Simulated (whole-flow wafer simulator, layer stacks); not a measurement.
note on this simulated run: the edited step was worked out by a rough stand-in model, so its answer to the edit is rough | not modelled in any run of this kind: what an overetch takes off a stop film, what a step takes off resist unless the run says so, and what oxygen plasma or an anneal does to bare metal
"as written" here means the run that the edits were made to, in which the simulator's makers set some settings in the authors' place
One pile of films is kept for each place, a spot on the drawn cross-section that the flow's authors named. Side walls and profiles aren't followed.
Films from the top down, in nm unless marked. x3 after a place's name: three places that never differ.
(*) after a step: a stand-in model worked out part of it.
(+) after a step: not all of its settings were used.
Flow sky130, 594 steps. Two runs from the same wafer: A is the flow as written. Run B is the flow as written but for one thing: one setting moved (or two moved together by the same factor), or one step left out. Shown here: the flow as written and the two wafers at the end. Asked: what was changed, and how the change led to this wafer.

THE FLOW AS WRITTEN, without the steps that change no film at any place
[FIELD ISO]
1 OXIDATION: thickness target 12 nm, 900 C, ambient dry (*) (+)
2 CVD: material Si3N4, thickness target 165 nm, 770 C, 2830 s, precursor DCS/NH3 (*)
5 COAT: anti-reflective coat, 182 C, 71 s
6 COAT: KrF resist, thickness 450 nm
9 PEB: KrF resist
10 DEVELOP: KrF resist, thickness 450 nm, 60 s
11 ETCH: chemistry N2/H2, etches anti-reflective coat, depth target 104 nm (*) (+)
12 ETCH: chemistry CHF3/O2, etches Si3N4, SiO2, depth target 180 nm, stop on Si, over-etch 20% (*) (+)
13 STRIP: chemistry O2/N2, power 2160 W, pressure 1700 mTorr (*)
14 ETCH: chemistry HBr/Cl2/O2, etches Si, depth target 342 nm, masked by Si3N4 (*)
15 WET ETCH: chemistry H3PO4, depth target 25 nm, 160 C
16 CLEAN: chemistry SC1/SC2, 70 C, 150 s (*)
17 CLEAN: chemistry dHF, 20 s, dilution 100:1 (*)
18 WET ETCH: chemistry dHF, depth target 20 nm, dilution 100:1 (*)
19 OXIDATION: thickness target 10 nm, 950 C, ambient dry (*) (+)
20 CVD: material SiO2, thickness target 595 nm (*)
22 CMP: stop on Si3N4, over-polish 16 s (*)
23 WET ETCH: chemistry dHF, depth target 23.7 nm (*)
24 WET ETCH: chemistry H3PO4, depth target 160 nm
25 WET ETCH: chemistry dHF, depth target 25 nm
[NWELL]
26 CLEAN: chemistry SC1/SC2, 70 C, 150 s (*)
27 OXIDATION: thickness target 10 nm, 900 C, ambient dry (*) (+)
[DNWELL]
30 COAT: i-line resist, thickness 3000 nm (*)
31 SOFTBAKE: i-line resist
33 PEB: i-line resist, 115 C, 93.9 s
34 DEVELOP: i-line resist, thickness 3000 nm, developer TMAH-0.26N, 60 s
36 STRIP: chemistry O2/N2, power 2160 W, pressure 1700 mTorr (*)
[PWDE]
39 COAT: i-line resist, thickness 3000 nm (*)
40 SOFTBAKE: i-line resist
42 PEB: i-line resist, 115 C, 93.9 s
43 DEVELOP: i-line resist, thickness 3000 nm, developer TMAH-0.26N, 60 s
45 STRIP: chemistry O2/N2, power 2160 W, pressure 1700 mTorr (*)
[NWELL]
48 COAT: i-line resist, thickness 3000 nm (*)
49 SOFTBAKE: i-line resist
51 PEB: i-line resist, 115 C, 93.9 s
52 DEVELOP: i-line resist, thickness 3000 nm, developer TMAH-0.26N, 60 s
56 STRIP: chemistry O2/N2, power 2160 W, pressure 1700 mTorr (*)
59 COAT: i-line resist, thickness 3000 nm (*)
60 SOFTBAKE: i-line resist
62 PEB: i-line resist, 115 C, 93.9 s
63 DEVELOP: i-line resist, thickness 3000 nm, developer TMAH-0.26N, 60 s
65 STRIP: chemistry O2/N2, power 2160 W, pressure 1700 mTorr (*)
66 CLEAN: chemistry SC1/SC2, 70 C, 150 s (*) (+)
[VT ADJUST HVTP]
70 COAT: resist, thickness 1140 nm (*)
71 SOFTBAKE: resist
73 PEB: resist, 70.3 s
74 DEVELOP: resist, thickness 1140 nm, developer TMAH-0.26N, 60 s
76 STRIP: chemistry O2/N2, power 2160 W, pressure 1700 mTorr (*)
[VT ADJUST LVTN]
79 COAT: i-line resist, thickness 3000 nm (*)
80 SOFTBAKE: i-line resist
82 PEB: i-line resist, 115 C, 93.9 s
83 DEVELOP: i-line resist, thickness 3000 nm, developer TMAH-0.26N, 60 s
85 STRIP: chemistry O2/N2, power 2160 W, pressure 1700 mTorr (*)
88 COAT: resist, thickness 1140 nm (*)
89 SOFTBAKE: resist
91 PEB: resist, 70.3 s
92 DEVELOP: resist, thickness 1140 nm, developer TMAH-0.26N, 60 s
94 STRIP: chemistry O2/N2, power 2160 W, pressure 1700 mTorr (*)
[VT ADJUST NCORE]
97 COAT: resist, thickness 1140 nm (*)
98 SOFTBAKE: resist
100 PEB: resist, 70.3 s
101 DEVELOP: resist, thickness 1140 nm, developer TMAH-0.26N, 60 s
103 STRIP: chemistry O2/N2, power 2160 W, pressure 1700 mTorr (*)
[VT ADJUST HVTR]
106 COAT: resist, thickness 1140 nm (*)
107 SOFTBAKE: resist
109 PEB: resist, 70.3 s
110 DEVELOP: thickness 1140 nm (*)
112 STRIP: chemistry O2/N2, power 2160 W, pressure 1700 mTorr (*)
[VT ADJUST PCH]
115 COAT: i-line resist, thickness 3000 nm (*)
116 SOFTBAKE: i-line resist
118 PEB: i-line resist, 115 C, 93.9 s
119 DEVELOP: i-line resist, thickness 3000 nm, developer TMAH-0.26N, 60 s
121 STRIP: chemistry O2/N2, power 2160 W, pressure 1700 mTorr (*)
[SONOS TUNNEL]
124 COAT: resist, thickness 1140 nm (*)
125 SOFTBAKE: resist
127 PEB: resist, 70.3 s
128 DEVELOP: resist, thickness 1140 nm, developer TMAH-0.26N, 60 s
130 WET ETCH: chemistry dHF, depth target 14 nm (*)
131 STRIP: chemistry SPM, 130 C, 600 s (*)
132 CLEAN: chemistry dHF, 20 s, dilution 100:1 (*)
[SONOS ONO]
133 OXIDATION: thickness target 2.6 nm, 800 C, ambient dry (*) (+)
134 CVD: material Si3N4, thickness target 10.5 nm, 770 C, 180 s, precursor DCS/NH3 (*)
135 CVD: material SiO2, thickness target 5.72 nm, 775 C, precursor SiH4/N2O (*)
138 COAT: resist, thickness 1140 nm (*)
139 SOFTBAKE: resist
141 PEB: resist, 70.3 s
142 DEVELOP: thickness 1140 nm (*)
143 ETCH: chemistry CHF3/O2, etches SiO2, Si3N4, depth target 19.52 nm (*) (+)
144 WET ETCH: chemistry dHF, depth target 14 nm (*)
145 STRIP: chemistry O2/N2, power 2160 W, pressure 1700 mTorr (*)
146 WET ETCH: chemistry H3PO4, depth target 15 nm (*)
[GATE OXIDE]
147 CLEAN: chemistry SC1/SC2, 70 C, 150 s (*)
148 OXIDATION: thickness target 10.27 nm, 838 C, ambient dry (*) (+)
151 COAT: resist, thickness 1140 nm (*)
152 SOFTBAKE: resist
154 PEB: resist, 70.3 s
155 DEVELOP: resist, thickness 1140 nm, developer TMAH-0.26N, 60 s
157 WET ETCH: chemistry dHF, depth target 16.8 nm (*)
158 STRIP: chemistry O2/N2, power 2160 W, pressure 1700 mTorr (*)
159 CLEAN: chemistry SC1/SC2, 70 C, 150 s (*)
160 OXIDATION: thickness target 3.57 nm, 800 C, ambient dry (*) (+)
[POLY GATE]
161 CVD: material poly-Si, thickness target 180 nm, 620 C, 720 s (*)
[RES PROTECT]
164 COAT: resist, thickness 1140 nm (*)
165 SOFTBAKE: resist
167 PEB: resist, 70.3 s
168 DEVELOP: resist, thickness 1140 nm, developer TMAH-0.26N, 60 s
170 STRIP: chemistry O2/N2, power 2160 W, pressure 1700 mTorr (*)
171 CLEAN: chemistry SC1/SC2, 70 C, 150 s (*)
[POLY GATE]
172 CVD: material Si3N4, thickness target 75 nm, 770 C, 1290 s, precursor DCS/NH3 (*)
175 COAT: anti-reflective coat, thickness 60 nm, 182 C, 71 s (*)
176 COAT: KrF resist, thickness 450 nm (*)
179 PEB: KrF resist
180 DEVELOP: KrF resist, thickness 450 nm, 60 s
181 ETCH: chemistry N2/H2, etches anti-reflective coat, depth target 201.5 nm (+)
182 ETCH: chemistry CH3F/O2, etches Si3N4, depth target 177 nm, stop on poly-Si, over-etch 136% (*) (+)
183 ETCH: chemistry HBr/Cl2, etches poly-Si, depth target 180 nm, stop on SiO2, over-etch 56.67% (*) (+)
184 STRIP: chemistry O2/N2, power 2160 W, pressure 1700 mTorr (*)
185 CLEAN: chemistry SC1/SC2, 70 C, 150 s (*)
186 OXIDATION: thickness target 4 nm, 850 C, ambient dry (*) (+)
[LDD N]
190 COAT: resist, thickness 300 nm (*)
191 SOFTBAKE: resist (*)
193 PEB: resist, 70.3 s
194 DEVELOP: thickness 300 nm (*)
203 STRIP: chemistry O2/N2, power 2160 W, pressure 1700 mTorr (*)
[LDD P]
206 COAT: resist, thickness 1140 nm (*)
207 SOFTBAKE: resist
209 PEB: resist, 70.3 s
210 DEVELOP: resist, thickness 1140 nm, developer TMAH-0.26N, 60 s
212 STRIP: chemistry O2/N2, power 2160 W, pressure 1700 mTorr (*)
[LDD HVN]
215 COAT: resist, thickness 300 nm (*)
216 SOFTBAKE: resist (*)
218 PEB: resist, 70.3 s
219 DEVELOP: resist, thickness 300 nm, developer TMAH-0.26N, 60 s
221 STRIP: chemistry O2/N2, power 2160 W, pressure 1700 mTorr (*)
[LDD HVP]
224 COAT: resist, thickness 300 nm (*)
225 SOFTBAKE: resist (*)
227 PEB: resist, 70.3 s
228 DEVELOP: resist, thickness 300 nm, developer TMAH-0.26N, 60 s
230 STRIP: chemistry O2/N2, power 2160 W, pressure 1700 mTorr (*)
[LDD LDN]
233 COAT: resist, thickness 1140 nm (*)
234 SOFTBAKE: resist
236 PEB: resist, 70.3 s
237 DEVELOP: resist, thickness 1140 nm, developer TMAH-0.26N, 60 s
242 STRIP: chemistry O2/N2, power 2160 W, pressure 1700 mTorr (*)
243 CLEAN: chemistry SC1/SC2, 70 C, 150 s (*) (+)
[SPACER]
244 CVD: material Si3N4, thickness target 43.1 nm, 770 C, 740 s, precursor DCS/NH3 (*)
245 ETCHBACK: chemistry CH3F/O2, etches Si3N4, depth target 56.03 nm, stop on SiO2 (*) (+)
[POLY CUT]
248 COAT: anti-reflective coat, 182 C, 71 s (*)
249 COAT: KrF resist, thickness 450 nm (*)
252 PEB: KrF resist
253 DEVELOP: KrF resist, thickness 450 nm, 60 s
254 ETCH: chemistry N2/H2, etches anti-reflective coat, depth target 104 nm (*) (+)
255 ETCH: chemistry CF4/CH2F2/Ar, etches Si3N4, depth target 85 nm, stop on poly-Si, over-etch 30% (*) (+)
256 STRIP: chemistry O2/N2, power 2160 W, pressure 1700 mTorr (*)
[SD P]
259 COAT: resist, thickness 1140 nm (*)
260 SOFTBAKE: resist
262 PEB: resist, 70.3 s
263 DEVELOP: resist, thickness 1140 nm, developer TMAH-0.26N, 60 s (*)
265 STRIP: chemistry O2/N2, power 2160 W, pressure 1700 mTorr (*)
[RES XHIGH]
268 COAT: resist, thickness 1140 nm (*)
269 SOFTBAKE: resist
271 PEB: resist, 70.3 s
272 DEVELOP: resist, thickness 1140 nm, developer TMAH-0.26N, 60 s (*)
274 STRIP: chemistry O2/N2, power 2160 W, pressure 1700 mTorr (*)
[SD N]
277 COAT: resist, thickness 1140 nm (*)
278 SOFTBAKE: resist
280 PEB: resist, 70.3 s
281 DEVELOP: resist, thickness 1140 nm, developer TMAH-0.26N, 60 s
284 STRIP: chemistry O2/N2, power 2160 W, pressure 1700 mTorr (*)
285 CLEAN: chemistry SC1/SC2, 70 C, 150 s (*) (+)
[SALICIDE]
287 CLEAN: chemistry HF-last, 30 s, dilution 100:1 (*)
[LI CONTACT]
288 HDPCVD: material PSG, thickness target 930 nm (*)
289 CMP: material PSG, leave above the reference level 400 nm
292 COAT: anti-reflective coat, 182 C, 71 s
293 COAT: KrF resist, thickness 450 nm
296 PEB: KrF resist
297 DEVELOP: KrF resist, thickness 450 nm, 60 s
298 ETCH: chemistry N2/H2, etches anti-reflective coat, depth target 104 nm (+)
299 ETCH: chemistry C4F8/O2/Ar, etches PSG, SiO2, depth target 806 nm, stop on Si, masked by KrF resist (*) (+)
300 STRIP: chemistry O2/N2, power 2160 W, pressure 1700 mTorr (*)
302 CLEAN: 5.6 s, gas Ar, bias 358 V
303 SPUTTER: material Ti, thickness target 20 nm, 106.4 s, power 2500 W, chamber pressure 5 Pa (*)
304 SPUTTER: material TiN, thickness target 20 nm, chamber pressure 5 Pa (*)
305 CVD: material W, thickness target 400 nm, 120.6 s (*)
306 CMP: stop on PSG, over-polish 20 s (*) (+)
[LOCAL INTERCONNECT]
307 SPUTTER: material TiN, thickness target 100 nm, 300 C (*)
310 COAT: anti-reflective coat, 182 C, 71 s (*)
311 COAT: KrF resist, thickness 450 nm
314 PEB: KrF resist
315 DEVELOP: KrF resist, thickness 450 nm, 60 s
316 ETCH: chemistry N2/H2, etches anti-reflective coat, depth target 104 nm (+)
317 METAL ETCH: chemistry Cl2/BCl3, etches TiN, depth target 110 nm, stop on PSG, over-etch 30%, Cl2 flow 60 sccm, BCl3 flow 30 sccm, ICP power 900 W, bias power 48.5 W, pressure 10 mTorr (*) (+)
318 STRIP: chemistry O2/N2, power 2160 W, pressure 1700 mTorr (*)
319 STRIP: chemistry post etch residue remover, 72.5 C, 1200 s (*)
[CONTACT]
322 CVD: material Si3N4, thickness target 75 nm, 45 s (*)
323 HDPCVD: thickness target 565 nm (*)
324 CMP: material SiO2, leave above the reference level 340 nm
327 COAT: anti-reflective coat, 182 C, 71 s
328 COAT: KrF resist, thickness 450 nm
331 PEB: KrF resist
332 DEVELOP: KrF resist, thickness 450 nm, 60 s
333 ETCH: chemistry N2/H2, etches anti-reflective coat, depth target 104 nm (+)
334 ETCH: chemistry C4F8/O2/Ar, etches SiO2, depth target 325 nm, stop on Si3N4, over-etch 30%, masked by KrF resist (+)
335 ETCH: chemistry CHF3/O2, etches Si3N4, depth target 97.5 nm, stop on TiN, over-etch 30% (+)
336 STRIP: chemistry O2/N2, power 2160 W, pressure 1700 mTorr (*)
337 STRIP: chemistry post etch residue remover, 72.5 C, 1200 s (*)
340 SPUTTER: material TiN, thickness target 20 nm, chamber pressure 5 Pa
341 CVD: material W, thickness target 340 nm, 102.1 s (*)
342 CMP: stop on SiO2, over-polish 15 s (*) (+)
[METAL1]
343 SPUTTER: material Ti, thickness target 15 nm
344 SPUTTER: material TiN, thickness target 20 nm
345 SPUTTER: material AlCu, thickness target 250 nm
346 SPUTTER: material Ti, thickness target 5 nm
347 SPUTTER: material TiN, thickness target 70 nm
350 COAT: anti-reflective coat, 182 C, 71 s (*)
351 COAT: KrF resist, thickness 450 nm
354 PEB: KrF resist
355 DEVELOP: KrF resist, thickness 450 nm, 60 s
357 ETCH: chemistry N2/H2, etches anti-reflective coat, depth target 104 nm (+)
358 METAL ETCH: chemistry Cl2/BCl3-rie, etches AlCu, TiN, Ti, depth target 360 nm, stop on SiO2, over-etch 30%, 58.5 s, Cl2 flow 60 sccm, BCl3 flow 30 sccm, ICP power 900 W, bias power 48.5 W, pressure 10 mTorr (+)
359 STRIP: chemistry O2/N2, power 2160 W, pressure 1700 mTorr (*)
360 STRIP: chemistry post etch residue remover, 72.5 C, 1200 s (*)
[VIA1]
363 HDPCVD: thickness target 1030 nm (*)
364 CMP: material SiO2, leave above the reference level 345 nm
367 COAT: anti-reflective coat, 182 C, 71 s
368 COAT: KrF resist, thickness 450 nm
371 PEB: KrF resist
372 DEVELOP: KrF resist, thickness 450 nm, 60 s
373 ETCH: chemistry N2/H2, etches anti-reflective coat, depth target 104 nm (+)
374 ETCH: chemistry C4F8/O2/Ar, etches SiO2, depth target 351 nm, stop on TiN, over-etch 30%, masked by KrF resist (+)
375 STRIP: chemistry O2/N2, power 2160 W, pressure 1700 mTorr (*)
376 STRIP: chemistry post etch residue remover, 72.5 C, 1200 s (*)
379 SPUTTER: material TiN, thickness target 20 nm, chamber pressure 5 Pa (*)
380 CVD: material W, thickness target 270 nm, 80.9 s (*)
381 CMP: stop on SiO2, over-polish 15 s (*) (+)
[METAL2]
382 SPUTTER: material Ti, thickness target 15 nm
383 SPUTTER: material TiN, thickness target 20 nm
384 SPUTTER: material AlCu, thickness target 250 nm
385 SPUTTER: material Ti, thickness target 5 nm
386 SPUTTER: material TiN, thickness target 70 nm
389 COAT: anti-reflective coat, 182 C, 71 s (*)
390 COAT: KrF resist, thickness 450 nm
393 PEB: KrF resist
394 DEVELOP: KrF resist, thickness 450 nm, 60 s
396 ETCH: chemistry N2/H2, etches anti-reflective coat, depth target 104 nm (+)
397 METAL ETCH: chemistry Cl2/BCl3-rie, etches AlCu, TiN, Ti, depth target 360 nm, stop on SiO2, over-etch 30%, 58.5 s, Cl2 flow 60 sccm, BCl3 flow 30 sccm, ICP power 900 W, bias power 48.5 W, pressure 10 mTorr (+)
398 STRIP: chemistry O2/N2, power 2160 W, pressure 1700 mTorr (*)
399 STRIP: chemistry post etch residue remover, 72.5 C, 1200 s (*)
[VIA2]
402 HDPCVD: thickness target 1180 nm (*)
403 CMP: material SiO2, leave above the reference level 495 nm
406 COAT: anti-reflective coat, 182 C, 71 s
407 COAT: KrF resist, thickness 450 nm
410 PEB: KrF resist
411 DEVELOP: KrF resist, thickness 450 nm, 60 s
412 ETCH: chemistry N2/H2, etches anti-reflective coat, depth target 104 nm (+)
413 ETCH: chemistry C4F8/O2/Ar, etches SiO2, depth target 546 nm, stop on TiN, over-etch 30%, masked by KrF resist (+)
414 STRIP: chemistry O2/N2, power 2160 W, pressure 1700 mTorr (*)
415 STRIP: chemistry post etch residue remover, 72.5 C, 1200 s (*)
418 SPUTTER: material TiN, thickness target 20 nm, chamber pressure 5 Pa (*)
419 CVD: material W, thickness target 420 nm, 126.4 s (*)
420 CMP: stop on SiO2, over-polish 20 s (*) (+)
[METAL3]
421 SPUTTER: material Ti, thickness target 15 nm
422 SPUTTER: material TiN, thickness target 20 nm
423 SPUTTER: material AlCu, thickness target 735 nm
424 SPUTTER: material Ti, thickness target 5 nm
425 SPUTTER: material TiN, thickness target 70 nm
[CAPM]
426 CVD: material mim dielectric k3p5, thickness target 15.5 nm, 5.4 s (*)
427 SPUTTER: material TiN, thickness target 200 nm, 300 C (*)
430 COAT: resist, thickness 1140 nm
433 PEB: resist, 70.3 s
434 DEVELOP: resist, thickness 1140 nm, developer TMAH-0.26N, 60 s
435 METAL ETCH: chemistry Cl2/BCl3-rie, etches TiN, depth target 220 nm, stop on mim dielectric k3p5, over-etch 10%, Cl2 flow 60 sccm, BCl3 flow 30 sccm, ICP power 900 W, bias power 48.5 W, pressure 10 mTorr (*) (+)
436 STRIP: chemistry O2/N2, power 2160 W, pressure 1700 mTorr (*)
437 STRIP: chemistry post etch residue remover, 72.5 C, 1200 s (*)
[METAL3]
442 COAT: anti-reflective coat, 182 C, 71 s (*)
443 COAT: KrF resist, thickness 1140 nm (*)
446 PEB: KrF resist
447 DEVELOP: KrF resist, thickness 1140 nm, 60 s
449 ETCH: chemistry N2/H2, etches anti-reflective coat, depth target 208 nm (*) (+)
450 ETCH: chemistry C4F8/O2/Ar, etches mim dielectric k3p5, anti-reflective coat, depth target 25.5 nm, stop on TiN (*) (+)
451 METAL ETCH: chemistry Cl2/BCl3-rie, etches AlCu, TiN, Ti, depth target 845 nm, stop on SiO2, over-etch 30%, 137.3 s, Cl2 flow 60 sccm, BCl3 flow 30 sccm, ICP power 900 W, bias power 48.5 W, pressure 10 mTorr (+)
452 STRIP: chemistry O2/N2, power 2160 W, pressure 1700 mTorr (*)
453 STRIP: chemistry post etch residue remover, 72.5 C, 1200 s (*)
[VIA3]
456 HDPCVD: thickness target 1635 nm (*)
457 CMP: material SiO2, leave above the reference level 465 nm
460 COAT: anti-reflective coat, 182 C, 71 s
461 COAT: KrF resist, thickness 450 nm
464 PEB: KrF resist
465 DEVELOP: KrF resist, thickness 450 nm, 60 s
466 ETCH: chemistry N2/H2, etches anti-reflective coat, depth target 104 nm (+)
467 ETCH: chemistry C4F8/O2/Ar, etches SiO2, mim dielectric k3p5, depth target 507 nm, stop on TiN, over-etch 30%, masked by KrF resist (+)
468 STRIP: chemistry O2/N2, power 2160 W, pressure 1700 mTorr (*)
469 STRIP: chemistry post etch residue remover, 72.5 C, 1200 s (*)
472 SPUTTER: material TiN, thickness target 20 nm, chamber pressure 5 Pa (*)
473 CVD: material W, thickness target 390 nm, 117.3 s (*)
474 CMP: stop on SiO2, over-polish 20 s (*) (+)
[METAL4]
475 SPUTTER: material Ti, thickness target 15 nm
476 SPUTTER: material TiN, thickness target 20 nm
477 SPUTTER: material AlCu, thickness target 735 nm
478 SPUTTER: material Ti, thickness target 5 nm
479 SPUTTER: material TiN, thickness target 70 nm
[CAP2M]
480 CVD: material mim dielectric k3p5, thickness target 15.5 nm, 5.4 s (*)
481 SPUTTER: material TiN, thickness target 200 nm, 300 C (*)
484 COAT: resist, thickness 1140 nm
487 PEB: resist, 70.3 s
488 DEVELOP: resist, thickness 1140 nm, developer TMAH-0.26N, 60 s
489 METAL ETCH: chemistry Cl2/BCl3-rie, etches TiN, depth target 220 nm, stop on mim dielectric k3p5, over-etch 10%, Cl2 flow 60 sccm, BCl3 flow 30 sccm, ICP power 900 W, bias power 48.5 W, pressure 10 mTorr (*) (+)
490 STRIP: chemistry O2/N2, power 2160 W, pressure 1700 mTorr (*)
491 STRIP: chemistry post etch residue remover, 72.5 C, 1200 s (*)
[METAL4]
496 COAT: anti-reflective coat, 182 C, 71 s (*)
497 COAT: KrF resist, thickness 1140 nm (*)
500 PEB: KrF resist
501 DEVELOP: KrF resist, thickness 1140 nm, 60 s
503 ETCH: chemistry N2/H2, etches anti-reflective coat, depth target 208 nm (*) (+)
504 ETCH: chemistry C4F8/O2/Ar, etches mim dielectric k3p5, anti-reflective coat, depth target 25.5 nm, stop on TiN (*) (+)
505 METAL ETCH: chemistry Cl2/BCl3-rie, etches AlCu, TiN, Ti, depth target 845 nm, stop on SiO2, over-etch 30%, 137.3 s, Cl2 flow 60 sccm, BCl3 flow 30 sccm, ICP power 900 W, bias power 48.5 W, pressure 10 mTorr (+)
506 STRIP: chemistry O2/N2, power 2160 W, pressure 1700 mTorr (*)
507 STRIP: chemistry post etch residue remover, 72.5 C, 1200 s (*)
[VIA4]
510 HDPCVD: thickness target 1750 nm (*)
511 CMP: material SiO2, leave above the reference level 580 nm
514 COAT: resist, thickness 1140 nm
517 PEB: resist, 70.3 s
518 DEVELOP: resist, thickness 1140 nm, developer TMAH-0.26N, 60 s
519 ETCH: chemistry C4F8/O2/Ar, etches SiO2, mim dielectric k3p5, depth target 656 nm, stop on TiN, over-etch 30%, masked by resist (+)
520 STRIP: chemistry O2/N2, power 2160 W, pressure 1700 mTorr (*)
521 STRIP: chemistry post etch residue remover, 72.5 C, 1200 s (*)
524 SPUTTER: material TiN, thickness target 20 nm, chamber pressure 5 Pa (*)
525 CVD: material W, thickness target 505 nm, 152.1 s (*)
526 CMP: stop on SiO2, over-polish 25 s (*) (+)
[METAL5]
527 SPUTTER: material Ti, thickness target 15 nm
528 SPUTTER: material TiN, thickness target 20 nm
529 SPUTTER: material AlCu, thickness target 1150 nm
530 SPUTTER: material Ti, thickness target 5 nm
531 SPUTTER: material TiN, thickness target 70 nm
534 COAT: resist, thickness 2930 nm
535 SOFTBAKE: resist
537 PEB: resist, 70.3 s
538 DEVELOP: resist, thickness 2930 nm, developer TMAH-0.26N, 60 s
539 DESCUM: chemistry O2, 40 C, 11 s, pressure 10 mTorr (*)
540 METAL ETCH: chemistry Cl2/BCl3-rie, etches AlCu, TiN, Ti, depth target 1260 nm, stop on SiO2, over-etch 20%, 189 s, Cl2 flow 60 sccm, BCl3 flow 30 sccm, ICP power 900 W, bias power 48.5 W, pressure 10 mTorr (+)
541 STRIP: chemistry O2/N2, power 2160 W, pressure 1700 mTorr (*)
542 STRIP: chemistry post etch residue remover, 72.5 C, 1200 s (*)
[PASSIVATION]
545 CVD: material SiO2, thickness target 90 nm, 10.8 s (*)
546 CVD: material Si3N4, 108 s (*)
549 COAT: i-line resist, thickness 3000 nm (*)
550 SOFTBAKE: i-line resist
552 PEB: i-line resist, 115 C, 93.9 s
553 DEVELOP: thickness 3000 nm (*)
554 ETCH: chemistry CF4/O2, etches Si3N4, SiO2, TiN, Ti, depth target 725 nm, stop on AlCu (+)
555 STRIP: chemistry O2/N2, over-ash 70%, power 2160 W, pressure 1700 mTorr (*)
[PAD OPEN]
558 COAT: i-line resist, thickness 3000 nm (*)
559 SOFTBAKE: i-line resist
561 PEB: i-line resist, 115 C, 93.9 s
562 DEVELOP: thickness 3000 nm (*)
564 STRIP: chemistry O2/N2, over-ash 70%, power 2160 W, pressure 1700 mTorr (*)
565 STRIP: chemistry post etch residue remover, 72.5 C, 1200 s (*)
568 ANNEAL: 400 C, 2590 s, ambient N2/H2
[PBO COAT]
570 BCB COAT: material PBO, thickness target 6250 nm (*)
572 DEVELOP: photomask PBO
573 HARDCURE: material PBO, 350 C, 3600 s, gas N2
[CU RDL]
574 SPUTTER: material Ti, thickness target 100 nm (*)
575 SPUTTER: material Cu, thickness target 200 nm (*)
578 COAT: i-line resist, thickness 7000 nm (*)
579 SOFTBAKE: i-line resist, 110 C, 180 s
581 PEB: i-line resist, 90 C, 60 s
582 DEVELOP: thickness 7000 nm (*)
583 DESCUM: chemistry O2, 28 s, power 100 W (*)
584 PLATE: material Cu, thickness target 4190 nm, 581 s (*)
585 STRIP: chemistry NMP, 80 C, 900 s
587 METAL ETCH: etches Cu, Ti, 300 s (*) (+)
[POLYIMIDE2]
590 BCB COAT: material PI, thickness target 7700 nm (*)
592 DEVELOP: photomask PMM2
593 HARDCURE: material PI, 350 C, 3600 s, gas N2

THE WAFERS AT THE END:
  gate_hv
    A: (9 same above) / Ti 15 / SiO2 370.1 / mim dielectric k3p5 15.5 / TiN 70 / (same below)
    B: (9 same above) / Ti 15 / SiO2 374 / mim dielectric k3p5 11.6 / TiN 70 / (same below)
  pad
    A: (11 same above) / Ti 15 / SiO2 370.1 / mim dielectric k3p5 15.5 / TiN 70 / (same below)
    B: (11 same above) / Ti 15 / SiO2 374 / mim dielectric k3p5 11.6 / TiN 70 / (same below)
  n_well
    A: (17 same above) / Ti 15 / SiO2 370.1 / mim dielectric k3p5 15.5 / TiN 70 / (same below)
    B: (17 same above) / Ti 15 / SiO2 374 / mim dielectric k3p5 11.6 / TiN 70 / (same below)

The cause: step 426, CVD: thickness target 11.6 nm was run, where the flow has thickness target 15.5 nm; step 426, CVD: 4.05 s was run, where the flow has 5.4 s.
It can be read off the wafer: gate_hv has mim dielectric k3p5 11.6, and step 426 as written asks for 15.5 nm.

How the change led to this, step by step:
  426 CVD: material mim dielectric k3p5, thickness target 15.5 nm, 5.4 s (*)
      field, active, n_well and 188 more: A mim dielectric k3p5 +15.5 (new film) | B mim dielectric k3p5 +11.6 (new film)
  450 ETCH: chemistry C4F8/O2/Ar, etches mim dielectric k3p5, anti-reflective coat, depth target 25.5 nm, stop on TiN (*) (+)
      n_well, p_well, gate_hv and 104 more: A KrF resist -15.5 | B KrF resist -11.6
      field, active, gate and 82 more: A mim dielectric k3p5 -15.5 (all of it) | B mim dielectric k3p5 -11.6 (all of it)
  467 ETCH: chemistry C4F8/O2/Ar, etches SiO2, mim dielectric k3p5, depth target 507 nm, stop on TiN, over-etch 30%, masked by KrF resist (+)
      m1: A SiO2 -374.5 (all of it), mim dielectric k3p5 -15.5 (all of it) | B SiO2 -378.4 (all of it), mim dielectric k3p5 -11.6 (all of it)
      via3_hole: A SiO2 -373.9 (all of it), mim dielectric k3p5 -15.5 (all of it) | B SiO2 -377.8 (all of it), mim dielectric k3p5 -11.6 (all of it)
